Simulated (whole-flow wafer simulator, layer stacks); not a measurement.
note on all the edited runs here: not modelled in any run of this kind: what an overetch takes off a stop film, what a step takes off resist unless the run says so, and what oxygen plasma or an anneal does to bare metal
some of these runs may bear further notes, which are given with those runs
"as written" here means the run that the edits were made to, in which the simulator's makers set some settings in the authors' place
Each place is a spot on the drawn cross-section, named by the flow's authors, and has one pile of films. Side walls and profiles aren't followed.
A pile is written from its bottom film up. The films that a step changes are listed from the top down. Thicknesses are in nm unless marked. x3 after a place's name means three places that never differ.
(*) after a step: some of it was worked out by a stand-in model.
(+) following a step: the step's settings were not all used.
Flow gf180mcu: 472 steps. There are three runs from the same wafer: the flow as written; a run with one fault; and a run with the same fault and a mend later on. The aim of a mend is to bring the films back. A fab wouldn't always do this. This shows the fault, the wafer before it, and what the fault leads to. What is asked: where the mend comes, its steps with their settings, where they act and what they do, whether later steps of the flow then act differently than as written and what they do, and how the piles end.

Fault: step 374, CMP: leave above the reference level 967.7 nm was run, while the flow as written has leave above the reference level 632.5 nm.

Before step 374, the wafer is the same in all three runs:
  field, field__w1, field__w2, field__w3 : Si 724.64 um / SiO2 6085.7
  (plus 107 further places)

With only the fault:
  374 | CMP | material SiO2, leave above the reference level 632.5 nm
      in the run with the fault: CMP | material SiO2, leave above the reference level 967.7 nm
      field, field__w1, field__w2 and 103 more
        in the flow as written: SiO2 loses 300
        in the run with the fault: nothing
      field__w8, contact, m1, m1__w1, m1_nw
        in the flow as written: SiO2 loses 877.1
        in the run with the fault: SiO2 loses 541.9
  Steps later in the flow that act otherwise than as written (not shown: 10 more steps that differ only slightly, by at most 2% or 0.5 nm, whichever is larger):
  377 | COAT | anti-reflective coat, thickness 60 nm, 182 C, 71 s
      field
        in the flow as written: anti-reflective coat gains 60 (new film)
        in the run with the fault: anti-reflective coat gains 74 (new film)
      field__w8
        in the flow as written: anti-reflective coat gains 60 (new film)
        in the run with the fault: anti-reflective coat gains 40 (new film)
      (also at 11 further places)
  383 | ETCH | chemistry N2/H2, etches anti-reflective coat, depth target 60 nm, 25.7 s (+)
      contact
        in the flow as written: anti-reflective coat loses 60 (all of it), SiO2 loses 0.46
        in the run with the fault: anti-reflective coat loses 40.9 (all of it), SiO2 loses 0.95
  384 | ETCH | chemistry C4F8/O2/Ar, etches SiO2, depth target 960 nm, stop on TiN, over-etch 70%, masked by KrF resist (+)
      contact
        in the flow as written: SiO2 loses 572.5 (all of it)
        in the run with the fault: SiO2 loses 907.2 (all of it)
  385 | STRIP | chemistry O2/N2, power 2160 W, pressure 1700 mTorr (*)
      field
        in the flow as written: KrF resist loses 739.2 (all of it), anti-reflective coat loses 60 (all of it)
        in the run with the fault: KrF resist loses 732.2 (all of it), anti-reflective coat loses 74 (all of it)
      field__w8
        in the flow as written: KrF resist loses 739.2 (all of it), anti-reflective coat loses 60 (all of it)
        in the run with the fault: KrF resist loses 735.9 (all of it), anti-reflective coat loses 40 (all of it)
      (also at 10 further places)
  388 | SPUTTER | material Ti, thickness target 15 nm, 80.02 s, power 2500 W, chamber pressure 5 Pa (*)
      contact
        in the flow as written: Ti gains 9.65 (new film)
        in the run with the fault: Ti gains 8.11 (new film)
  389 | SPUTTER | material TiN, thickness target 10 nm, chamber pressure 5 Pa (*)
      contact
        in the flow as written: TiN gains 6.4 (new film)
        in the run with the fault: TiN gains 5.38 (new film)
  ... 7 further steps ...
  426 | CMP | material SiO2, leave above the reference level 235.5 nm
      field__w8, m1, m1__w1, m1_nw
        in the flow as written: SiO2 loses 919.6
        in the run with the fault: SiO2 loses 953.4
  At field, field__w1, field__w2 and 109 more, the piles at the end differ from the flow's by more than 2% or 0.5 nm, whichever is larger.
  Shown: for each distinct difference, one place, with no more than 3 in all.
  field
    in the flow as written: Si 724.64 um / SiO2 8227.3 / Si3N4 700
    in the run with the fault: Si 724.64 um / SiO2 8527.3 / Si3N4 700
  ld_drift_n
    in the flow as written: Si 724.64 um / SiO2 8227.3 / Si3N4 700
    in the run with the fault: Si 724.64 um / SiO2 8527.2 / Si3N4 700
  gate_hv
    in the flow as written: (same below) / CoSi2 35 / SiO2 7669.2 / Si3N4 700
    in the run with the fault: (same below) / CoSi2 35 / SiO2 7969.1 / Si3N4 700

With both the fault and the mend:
  The mend follows step 374.
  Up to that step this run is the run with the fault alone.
  374a | CMP | material SiO2, leave above the reference level 632.5 nm (the flow's step 374 again)
      field, field__w1, field__w2 and 103 more
        SiO2 loses 300
      field__w8, contact, m1, m1__w1, m1_nw
        SiO2 loses 335.2
  Every later step of the flow that is run acts as written at every place that is followed.
  By the end, the piles equal the flow's at every place that both follow.
